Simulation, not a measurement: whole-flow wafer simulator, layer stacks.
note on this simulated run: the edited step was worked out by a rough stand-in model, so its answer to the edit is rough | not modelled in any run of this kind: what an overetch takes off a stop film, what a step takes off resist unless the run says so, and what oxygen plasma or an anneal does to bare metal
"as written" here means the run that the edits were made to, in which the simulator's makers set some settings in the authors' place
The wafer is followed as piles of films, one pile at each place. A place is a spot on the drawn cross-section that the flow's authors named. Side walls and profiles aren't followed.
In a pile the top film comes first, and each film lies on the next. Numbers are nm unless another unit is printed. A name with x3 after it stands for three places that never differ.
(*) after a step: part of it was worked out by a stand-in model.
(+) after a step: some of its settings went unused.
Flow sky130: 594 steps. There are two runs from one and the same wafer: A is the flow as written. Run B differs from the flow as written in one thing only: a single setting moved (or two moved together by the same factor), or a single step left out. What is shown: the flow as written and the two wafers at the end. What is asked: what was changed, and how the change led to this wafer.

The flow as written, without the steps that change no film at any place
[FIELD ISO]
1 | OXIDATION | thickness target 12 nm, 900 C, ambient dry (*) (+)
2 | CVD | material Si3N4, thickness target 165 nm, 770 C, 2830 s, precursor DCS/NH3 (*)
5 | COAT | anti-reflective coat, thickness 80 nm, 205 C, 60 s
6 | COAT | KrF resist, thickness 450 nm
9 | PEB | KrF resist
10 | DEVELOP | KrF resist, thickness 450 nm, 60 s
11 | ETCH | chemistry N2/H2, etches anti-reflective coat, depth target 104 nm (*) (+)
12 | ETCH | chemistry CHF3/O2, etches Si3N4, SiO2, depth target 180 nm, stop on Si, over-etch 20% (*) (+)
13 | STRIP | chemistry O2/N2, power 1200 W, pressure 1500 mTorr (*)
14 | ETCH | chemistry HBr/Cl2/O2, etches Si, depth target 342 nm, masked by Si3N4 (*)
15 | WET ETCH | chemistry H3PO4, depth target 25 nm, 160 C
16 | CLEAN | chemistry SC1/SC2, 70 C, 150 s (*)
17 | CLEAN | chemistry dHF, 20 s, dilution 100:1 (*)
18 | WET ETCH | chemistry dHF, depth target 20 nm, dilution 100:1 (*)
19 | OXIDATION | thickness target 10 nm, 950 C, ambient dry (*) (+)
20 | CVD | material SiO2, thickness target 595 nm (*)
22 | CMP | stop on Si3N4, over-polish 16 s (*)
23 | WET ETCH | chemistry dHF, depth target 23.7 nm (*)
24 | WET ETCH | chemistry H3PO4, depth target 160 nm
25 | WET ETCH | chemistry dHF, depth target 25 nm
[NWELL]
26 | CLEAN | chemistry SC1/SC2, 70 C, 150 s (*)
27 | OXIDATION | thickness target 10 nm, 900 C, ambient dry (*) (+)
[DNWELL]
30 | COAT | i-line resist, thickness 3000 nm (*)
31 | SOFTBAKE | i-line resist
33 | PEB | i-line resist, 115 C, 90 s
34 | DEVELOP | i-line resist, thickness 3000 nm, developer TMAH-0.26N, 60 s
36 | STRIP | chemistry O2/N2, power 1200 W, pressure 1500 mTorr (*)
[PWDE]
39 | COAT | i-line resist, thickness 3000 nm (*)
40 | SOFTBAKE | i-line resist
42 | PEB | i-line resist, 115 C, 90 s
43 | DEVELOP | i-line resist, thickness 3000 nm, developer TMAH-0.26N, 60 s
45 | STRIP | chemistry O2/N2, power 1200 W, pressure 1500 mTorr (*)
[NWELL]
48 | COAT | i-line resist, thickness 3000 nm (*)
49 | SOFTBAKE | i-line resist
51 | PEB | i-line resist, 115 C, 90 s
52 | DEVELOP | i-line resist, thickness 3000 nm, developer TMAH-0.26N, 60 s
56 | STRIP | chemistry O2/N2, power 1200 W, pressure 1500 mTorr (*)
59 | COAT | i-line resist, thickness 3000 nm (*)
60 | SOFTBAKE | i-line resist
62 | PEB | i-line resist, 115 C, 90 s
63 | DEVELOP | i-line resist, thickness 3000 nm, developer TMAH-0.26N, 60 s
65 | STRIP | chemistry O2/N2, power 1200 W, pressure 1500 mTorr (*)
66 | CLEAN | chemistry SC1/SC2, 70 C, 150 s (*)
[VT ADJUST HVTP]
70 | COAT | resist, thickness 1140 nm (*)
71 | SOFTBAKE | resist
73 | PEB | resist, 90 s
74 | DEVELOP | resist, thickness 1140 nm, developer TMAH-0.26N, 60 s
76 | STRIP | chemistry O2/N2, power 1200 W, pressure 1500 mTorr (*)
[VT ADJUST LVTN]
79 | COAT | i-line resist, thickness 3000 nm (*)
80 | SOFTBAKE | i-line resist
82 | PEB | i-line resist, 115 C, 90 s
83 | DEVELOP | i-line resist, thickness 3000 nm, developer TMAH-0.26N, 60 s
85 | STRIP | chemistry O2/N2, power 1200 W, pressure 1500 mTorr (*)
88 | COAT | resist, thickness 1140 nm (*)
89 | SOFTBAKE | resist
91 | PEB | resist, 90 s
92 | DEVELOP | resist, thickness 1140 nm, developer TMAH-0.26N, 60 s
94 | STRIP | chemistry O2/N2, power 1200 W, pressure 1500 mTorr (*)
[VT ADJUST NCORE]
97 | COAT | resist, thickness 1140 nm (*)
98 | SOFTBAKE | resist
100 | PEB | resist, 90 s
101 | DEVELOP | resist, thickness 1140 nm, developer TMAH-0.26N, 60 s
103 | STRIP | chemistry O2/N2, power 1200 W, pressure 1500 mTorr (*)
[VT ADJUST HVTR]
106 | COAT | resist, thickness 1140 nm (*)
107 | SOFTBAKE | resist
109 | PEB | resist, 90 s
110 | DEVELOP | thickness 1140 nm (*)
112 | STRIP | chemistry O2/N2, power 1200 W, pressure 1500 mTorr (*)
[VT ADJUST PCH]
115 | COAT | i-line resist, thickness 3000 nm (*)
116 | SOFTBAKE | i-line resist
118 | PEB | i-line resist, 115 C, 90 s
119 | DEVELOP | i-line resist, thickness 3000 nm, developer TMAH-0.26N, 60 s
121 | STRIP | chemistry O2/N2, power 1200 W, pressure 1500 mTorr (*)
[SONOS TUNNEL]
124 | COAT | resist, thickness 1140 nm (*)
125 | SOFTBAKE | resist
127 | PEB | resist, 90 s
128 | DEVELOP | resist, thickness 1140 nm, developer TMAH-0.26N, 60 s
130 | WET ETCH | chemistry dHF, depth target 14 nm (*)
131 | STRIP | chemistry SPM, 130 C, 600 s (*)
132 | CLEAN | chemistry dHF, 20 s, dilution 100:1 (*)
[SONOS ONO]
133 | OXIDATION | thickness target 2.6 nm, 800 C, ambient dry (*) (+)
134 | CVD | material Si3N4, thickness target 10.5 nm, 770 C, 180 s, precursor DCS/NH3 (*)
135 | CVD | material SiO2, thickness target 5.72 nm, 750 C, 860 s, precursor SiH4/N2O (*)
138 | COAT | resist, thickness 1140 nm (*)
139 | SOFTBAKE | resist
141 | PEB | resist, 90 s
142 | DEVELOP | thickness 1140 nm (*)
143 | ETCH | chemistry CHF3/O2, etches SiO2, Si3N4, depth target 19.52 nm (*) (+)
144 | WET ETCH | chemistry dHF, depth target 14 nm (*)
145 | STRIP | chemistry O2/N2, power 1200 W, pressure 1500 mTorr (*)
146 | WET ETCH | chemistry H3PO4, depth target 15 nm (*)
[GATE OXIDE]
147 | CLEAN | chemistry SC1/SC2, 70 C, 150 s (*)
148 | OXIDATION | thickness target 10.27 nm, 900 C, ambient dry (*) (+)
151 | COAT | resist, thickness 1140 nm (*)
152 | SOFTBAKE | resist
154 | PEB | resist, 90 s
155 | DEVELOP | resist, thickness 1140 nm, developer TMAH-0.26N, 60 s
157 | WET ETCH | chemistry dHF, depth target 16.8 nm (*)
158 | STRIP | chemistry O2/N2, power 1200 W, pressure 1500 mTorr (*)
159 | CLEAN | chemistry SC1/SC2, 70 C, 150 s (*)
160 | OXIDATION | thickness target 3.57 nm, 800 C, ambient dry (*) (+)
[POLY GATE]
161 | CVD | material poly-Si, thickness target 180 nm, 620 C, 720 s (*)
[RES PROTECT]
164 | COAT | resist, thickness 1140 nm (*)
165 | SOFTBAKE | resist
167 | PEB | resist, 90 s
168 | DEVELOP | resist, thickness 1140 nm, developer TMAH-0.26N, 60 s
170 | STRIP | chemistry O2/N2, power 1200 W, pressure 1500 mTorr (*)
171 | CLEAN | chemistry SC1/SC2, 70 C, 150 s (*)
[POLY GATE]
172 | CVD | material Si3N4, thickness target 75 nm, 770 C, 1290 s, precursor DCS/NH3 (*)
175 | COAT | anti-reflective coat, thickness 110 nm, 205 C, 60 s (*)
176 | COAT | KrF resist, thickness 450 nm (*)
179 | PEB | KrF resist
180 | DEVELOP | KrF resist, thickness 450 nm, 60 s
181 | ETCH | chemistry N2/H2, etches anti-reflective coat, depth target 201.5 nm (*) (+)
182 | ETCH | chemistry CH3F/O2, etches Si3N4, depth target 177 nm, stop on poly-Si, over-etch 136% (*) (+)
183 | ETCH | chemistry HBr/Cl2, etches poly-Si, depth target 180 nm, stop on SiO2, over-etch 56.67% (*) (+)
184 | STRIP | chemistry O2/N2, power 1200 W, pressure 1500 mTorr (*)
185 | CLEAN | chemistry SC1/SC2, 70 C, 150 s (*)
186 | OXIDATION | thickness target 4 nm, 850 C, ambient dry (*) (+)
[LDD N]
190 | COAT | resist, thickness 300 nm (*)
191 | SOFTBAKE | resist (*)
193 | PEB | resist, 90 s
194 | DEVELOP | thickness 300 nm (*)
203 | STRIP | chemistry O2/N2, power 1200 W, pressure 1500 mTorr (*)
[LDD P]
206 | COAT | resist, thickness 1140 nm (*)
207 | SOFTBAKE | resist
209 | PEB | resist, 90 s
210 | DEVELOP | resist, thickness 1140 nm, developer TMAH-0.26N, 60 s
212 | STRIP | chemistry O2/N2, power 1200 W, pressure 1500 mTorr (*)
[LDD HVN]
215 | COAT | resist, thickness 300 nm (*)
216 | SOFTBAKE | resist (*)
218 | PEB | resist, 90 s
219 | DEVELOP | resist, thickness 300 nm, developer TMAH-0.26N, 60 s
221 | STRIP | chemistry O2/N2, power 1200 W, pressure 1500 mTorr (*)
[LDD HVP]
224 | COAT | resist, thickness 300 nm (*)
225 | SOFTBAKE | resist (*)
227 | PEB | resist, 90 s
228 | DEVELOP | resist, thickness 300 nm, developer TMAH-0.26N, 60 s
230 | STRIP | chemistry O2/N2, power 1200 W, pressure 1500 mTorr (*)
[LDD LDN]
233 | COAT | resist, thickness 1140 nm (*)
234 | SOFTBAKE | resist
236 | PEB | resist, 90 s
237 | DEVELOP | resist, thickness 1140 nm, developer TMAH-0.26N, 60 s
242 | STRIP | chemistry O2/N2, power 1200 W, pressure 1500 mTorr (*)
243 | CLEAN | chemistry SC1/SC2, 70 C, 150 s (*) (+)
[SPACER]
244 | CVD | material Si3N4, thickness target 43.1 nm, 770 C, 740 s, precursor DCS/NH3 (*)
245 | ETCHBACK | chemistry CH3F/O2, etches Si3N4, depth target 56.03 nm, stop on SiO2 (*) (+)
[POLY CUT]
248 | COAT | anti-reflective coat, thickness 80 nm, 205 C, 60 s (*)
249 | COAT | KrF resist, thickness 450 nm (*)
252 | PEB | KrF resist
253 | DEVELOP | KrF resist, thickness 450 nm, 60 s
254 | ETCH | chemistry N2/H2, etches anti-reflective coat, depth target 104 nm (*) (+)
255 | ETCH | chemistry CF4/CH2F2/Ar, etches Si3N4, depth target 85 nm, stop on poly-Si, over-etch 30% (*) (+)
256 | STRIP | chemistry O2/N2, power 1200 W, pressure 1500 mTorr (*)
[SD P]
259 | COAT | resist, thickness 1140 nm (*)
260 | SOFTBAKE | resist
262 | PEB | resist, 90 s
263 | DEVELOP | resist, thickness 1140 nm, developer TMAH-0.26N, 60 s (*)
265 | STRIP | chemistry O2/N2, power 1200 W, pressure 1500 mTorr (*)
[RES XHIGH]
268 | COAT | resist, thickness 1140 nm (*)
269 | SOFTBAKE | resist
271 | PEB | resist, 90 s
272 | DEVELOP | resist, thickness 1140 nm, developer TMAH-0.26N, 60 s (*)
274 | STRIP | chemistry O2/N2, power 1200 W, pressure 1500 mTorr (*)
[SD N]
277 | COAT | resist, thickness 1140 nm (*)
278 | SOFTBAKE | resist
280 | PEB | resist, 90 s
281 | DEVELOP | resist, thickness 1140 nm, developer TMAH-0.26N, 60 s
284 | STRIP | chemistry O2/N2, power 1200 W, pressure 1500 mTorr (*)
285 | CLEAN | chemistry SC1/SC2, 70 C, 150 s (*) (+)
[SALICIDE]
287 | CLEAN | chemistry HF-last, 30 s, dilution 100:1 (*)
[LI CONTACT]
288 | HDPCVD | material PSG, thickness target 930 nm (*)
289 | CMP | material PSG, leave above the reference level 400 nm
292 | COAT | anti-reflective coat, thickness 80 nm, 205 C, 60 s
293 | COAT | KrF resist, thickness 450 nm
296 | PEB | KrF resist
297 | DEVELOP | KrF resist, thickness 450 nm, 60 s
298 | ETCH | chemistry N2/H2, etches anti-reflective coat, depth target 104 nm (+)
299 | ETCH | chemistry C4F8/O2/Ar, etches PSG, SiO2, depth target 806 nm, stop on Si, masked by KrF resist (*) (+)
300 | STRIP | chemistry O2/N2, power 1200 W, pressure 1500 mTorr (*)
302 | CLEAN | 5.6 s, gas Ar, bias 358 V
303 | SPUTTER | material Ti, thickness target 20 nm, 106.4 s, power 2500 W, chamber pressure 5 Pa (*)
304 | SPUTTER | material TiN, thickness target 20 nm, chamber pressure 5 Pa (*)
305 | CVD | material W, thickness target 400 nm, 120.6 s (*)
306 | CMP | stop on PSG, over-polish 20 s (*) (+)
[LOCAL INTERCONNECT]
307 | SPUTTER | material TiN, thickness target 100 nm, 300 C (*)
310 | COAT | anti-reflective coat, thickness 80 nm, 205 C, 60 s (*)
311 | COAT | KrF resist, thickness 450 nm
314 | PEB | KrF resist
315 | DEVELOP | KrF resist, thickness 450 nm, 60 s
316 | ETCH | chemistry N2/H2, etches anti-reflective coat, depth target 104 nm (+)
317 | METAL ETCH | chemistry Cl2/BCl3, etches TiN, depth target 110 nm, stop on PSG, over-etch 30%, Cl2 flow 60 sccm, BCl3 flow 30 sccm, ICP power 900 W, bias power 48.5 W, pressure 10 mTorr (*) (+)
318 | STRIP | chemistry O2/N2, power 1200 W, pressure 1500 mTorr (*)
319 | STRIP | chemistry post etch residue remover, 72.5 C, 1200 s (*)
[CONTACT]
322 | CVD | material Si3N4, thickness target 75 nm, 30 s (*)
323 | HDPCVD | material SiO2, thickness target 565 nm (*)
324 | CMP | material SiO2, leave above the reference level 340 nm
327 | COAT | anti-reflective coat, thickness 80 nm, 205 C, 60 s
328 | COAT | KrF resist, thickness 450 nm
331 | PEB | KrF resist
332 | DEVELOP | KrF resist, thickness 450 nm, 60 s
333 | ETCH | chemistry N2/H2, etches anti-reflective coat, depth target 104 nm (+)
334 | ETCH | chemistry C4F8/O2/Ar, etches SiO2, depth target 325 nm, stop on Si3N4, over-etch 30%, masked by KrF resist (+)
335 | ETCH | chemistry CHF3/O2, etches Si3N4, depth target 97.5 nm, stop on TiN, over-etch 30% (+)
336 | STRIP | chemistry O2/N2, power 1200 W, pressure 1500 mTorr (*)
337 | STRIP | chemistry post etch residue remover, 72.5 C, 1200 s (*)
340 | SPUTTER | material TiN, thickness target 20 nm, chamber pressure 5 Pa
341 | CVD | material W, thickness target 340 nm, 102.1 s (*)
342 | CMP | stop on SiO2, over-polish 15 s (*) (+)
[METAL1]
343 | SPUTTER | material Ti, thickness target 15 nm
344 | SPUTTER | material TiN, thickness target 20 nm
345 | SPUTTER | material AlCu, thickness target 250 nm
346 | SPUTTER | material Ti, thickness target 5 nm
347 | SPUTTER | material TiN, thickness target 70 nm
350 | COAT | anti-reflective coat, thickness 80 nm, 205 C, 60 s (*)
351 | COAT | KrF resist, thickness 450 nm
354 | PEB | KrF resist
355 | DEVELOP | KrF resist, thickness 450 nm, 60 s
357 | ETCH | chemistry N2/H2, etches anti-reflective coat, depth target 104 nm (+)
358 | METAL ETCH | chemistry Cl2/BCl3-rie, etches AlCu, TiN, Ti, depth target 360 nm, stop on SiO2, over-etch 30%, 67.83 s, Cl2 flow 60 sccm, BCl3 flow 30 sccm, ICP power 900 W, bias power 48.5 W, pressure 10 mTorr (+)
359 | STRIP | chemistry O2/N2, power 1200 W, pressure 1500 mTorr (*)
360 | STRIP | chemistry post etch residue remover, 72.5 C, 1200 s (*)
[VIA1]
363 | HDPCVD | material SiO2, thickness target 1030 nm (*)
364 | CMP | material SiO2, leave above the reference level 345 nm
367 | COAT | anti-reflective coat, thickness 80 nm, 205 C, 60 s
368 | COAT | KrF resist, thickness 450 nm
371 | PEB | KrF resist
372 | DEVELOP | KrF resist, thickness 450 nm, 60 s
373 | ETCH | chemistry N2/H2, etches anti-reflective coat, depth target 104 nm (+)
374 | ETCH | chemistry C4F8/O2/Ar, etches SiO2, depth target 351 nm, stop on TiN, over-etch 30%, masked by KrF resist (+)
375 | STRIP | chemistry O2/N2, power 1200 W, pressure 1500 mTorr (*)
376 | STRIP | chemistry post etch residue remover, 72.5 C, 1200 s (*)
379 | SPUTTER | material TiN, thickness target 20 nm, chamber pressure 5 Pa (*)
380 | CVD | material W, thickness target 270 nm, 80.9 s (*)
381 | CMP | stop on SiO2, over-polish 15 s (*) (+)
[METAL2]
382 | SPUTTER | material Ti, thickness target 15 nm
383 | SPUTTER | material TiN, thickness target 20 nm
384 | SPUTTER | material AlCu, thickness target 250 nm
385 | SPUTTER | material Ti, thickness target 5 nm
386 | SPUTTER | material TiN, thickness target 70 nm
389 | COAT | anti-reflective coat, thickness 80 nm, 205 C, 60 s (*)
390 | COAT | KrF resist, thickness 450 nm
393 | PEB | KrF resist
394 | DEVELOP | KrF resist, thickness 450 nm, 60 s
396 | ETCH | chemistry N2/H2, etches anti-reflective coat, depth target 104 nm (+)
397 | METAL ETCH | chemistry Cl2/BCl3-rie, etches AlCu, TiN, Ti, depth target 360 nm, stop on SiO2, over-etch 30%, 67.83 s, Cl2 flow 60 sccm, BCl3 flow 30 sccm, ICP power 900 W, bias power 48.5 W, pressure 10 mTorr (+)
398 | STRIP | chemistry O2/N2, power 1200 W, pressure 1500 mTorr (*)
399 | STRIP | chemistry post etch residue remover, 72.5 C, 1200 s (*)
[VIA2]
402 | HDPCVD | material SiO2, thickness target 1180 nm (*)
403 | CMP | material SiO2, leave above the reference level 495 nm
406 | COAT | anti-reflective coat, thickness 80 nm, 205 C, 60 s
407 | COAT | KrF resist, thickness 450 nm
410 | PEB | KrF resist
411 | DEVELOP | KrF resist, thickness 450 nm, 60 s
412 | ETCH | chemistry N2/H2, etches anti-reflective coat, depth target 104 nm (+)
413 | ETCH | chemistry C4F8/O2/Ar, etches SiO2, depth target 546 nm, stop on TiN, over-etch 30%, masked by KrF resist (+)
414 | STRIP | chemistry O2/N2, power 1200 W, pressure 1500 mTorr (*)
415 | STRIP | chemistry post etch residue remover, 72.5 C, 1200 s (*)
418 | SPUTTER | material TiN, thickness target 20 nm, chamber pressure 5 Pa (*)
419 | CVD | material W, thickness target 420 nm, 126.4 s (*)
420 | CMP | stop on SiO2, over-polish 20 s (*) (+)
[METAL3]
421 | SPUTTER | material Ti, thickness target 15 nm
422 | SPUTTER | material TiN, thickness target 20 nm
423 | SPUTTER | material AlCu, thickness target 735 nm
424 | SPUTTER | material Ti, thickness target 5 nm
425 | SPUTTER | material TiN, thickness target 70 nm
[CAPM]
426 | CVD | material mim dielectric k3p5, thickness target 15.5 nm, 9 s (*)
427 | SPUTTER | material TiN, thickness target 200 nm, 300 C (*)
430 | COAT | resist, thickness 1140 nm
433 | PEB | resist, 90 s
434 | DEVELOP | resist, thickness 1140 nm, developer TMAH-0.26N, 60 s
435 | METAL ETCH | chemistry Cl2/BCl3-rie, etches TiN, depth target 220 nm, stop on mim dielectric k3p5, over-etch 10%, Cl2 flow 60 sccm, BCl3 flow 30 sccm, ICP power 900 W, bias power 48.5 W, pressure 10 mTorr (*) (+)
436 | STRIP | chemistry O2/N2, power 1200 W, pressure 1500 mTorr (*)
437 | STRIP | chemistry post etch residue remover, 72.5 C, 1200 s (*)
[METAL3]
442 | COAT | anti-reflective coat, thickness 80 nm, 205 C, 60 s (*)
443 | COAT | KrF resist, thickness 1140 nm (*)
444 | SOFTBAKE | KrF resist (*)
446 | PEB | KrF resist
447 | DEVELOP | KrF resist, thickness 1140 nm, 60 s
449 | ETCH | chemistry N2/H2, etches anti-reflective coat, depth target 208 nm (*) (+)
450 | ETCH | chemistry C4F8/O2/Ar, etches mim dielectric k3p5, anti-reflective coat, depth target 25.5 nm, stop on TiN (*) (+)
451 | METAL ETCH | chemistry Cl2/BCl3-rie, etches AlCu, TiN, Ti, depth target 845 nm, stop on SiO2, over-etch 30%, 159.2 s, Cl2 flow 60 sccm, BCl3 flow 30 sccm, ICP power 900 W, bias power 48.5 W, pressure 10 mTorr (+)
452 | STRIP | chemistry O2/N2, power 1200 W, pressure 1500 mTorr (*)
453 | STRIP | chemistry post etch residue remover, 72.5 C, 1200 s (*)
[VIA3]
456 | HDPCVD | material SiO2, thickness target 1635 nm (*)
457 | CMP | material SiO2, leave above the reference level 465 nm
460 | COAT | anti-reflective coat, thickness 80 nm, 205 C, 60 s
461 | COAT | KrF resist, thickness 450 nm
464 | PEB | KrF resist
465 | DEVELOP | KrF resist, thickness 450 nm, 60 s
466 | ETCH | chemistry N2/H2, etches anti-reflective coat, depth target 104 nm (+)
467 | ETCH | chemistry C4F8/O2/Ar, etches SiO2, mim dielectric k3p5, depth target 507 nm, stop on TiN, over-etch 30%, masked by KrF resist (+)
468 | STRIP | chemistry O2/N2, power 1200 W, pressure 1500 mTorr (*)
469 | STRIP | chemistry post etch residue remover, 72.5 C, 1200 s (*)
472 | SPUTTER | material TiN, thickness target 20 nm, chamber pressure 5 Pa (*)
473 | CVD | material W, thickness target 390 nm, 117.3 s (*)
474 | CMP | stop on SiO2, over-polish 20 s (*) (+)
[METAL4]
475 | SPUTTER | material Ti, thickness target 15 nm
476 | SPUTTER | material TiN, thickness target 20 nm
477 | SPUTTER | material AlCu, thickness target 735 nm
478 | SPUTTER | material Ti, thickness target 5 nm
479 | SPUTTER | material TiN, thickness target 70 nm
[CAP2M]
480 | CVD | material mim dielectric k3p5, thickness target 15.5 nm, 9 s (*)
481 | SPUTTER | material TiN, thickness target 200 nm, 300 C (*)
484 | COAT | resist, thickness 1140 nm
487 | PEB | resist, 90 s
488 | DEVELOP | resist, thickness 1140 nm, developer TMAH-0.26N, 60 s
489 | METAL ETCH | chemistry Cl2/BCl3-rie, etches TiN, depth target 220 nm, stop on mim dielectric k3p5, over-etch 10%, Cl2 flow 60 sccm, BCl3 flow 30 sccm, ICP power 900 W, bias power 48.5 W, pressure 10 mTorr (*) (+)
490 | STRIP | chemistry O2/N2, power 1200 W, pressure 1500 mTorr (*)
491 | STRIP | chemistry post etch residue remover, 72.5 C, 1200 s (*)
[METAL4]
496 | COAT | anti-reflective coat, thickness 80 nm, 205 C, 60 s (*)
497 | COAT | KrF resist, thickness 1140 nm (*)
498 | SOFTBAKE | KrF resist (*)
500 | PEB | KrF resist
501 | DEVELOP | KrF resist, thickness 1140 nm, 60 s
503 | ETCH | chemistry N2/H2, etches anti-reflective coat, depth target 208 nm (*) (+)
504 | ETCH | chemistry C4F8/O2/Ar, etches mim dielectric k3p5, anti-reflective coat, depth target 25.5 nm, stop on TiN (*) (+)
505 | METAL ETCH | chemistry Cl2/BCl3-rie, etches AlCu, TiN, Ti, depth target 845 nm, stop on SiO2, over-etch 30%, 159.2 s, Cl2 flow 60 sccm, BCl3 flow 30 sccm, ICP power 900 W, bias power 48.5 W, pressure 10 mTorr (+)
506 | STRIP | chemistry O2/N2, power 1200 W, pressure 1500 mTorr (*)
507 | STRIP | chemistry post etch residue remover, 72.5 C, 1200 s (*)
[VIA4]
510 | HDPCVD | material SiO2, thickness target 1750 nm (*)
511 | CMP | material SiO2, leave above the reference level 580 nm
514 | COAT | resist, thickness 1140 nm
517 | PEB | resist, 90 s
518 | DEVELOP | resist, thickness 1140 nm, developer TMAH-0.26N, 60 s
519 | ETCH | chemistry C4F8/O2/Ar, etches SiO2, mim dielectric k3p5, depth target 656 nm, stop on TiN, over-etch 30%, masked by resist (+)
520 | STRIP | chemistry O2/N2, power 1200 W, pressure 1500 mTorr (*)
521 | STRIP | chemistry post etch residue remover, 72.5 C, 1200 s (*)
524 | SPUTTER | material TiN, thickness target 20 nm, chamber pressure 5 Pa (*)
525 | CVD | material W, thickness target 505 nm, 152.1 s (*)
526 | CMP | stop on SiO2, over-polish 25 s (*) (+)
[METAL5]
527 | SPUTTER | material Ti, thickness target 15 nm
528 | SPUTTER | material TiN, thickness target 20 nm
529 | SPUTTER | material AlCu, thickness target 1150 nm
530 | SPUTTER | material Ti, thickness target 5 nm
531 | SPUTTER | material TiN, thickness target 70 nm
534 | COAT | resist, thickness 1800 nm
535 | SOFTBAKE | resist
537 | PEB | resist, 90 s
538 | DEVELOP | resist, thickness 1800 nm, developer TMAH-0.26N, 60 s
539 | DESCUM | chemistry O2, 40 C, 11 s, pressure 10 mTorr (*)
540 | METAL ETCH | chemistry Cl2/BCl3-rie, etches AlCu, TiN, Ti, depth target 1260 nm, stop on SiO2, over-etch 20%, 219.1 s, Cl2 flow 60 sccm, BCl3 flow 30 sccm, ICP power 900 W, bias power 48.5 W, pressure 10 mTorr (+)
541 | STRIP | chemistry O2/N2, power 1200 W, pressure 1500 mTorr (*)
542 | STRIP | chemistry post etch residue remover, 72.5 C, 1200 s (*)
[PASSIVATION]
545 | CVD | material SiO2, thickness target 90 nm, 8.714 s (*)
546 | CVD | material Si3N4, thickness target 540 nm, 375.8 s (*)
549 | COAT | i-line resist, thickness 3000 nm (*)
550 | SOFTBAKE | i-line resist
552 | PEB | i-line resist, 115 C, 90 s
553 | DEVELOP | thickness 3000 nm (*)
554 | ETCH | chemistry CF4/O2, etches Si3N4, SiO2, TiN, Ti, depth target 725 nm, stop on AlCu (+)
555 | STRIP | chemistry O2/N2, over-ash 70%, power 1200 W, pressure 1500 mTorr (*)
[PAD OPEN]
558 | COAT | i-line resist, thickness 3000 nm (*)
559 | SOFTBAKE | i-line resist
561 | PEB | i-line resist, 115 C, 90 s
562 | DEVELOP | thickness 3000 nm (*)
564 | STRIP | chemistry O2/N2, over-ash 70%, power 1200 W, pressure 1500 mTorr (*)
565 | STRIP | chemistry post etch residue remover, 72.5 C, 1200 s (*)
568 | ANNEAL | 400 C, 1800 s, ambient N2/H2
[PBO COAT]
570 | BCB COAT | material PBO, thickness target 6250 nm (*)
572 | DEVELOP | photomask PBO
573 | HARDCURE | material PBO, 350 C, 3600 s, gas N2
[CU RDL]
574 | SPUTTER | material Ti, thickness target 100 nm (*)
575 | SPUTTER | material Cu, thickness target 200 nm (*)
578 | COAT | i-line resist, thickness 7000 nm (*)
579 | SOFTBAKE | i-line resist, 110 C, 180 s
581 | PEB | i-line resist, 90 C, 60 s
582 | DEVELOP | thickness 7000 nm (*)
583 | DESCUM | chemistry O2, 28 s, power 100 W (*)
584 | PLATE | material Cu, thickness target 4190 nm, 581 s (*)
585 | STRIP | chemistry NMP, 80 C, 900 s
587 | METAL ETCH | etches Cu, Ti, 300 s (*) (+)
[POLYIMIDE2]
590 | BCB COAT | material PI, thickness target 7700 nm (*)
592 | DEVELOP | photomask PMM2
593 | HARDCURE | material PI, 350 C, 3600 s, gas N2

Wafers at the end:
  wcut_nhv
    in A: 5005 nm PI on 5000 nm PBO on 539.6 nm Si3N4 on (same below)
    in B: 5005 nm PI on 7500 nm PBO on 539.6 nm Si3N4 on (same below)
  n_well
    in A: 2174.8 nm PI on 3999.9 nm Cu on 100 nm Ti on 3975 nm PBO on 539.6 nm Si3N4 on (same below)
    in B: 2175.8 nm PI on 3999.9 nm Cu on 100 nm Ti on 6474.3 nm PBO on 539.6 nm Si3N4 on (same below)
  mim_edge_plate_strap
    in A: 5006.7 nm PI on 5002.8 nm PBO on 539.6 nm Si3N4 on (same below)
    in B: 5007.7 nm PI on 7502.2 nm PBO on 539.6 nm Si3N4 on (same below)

The reason: step 570, BCB COAT: thickness target 9375 nm was run, though the flow has thickness target 6250 nm.

The path from the change to this, step by step:
  570 | BCB COAT | material PBO, thickness target 6250 nm (*)
      dice_street, vpp_sp, vpp_ln and 71 more: A +6250 PBO (new film) | B +9375 PBO (new film)
      n_well, p_well, sd_n, sd_p: A +4968.7 PBO (new film) | B +8092.9 PBO (new film)
      (and at 115 other places as well)
  572 | DEVELOP | photomask PBO
      pad: A -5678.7 PBO (all of it) | B -8802.9 PBO (all of it)
  573 | HARDCURE | material PBO, 350 C, 3600 s, gas N2
      dice_street, vpp_sp, vpp_ln and 71 more: A -1250 PBO | B -1875 PBO
      vpp_tail, gate_hv_sd, active_hv5, spacer_hv5, active_p_g5v0, spacer_p_g5v0, field_nw_hv: A -1251.4 PBO | B -1876.3 PBO
      (and at 111 other places as well)
  578 | COAT | i-line resist, thickness 7000 nm (*)
      pad: A +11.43 um i-line resist (new film) | B +13.93 um i-line resist (new film)
  579 | SOFTBAKE | i-line resist, 110 C, 180 s
      iso_guard: A +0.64 i-line resist | B -2.46 i-line resist
      npn_par_e: A +0.35 i-line resist | B -2.56 i-line resist
      (and at 101 other places as well)
  581 | PEB | i-line resist, 90 C, 60 s
      pad: A -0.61 i-line resist | B -1.49 i-line resist
  582 | DEVELOP | thickness 7000 nm (*)
      pad: A -11.43 um i-line resist (all of it) | B -13.93 um i-line resist (all of it)
  590 | BCB COAT | material PI, thickness target 7700 nm (*)
      pad: A +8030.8 PI (new film) | B +10.53 um PI (new film)
  592 | DEVELOP | photomask PMM2
      pad: A -8030.8 PI (all of it) | B -10.53 um PI (all of it)
